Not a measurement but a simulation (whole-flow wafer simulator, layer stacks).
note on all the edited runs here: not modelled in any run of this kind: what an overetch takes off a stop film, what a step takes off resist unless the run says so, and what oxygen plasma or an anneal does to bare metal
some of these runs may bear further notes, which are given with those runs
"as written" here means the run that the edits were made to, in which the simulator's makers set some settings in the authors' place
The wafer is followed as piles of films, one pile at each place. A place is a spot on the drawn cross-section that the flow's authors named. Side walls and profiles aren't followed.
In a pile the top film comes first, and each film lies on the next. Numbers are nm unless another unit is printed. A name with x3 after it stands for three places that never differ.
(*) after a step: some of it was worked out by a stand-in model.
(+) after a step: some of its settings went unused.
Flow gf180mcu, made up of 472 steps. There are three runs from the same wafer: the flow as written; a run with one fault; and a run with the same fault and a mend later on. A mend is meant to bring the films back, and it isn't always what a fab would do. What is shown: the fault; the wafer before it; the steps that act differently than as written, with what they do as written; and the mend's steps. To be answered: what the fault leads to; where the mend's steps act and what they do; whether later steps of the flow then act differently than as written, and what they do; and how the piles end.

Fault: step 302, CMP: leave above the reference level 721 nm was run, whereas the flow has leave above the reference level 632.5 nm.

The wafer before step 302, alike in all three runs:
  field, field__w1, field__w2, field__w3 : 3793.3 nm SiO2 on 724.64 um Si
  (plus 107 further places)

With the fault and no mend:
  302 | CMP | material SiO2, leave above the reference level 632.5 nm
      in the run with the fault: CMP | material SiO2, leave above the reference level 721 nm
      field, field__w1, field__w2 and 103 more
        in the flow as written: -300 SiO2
        in the run with the fault: -211.5 SiO2
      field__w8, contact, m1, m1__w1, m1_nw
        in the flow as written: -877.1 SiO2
        in the run with the fault: -788.6 SiO2
  Steps further on in the flow that do not act as written (2 other steps are not shown; they differ only slightly, by no more than 2% or 0.5 nm, whichever is larger):
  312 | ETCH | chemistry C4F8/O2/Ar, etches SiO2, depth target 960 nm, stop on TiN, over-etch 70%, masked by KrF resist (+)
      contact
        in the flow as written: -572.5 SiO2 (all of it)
        in the run with the fault: -661 SiO2 (all of it)
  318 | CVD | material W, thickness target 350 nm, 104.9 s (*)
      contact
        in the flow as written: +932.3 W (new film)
        in the run with the fault: +1021.6 W (new film)
  By the end, the piles at field__w8, contact, m1, m1__w1, m1_nw depart from the flow's by more than 2% or 0.5 nm, whichever is larger.
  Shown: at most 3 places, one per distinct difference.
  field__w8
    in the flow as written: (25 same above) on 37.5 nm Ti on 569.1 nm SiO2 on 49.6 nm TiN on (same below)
    in the run with the fault: (25 same above) on 37.5 nm Ti on 657.6 nm SiO2 on 49.6 nm TiN on (same below)
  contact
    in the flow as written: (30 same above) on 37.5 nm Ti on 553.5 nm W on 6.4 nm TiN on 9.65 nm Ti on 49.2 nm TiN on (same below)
    in the run with the fault: (30 same above) on 37.5 nm Ti on 642.8 nm W on 6.08 nm TiN on 9.17 nm Ti on 49.2 nm TiN on (same below)

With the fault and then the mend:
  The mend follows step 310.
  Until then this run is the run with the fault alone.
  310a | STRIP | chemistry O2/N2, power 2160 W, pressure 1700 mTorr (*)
      field, field__w1, field__w2 and 107 more
        -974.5 KrF resist (all of it), -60 anti-reflective coat (all of it)
      contact
        -60 anti-reflective coat (all of it)
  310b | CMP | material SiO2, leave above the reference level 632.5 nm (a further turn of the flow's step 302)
      field, field__w1, field__w2 and 108 more
        -88.5 SiO2
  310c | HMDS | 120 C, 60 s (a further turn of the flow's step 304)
      alters no film at any place that is followed
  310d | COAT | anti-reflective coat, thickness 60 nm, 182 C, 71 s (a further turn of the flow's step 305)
      field, field__w1, field__w2 and 108 more
        +60 anti-reflective coat (new film)
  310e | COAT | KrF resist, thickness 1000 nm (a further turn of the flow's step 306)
      field, field__w1, field__w2 and 108 more
        +1000 KrF resist (new film)
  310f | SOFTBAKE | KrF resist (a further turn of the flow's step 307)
      alters no film at any place that is followed
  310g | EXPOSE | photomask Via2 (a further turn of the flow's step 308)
      alters no film at any place that is followed
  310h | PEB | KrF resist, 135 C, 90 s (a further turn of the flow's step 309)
      field, field__w1, field__w2 and 108 more
        -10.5 KrF resist
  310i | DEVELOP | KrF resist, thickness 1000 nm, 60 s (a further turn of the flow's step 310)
      field, field__w1, field__w2 and 107 more
        -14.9 KrF resist
      contact
        -989.5 KrF resist (all of it)
  None of the later steps of the flow acts differently than as written at any place that is followed.
  By the end, the piles equal the flow's at every place that both follow.
